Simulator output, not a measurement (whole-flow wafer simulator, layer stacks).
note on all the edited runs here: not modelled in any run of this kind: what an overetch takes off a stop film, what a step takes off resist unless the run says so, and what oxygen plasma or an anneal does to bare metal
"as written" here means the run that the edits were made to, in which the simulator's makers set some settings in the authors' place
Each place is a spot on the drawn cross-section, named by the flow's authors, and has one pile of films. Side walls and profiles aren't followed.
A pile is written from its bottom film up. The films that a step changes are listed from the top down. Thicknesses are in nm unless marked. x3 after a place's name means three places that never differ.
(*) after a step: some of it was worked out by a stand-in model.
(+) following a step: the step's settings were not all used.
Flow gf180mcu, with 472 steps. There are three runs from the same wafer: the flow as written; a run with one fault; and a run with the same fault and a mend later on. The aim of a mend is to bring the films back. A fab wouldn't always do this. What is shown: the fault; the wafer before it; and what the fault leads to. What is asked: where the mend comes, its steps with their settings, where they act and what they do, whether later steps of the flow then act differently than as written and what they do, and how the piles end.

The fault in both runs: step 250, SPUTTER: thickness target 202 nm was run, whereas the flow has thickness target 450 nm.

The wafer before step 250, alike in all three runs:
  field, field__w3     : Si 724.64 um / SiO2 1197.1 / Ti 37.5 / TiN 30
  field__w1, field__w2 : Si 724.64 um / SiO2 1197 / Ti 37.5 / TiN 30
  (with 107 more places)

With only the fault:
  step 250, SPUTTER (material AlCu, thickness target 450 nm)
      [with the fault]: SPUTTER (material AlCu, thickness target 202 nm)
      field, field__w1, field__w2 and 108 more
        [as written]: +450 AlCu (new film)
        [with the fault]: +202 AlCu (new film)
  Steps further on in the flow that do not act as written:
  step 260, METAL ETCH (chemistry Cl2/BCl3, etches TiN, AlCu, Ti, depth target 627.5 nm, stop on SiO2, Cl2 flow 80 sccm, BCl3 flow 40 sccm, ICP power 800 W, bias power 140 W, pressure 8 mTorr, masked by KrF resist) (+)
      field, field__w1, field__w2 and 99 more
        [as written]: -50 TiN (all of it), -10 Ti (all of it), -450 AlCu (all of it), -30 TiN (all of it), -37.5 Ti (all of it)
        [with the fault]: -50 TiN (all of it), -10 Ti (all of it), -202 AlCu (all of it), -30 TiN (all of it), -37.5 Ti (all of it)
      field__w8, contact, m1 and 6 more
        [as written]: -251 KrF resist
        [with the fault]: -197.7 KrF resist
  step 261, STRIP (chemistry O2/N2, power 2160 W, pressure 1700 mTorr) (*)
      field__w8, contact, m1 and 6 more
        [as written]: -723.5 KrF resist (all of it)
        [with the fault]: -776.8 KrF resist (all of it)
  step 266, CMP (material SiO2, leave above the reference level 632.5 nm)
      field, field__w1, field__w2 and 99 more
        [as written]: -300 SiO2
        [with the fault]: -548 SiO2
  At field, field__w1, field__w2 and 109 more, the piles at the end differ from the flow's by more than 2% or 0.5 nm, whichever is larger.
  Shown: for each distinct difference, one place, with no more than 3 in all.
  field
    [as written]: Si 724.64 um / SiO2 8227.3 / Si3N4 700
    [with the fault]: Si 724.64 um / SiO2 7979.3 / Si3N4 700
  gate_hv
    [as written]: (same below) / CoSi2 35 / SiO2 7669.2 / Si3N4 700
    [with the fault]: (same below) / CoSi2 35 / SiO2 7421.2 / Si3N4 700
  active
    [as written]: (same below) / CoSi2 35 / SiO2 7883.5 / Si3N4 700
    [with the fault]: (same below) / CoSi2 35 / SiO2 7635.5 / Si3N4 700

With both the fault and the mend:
  The mend follows step 250.
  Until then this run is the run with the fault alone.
  step 250a, SPUTTER (material AlCu, thickness target 248 nm) (the flow's step 250 again, with other settings)
      field, field__w1, field__w2 and 108 more
        +248 AlCu
  None of the later steps of the flow acts differently than as written at any place that is followed.
  The piles end the same as the flow's at every place that both follow.
